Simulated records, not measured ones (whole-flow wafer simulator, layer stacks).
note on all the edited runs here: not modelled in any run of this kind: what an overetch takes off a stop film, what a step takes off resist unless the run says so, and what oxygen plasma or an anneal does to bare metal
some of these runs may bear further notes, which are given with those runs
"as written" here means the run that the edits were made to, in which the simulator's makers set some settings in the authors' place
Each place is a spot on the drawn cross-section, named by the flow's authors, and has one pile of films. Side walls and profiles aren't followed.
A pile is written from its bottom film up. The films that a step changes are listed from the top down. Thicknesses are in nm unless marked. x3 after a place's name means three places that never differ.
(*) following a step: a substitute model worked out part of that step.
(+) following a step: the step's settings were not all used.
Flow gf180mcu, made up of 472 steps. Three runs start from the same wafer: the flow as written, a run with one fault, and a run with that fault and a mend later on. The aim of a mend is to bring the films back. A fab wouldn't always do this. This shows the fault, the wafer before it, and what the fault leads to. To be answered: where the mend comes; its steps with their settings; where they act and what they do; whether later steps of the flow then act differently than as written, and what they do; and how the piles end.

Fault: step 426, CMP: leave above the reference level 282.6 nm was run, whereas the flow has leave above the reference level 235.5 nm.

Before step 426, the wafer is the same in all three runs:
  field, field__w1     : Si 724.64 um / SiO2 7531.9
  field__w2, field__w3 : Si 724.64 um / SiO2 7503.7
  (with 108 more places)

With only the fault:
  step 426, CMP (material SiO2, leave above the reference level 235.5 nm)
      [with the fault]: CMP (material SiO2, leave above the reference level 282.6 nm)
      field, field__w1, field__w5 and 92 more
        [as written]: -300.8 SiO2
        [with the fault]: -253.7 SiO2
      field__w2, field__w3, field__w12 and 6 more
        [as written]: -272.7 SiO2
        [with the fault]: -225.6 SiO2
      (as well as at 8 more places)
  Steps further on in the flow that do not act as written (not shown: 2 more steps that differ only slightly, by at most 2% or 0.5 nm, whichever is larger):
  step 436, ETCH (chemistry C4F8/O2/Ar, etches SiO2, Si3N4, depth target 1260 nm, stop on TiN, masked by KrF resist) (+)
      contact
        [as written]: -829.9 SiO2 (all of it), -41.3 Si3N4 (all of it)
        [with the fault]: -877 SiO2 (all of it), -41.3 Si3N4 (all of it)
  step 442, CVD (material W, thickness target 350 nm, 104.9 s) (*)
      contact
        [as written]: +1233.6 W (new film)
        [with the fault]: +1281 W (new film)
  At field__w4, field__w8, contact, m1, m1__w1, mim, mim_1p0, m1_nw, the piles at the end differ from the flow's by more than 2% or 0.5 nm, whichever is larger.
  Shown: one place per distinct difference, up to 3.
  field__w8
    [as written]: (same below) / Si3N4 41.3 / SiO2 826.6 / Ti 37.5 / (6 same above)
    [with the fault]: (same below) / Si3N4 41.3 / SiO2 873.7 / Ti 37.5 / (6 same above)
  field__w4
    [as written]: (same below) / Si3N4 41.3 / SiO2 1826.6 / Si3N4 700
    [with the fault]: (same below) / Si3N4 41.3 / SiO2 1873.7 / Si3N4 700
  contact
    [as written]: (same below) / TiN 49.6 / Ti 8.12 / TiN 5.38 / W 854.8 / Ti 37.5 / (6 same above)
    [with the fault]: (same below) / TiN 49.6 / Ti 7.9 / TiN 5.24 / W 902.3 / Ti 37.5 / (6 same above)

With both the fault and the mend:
  The mend stands after step 434.
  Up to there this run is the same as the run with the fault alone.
  step 434a, STRIP (chemistry O2/N2, power 2160 W, pressure 1700 mTorr) (*)
      field, field__w1, field__w2 and 108 more
        -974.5 KrF resist (all of it), -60 anti-reflective coat (all of it)
      contact
        -60 anti-reflective coat (all of it)
  step 434b, CMP (material SiO2, leave above the reference level 235.5 nm) (the flow's step 426 again)
      field, field__w1, field__w2 and 109 more
        -47.1 SiO2
  step 434c, HMDS (120 C, 60 s) (the flow's step 428 again)
      alters no film at any place that is followed
  step 434d, COAT (anti-reflective coat, thickness 60 nm, 182 C, 71 s) (the flow's step 429 again)
      field, field__w1, field__w2 and 109 more
        +60 anti-reflective coat (new film)
  step 434e, COAT (KrF resist, thickness 1000 nm) (the flow's step 430 again)
      field, field__w1, field__w2 and 109 more
        +1000 KrF resist (new film)
  step 434f, SOFTBAKE (KrF resist) (the flow's step 431 again)
      alters no film at any place that is followed
  step 434g, EXPOSE (photomask Via5) (the flow's step 432 again)
      alters no film at any place that is followed
  step 434h, PEB (KrF resist, 135 C, 90 s) (the flow's step 433 again)
      field, field__w1, field__w2 and 109 more
        -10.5 KrF resist
  step 434i, DEVELOP (KrF resist, thickness 1000 nm, 60 s) (the flow's step 434 again)
      field, field__w1, field__w2 and 108 more
        -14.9 KrF resist
      contact
        -989.5 KrF resist (all of it)
  Every later step of the flow that is run acts as written at every place that is followed.
  The piles end the same as the flow's at every place that both follow.
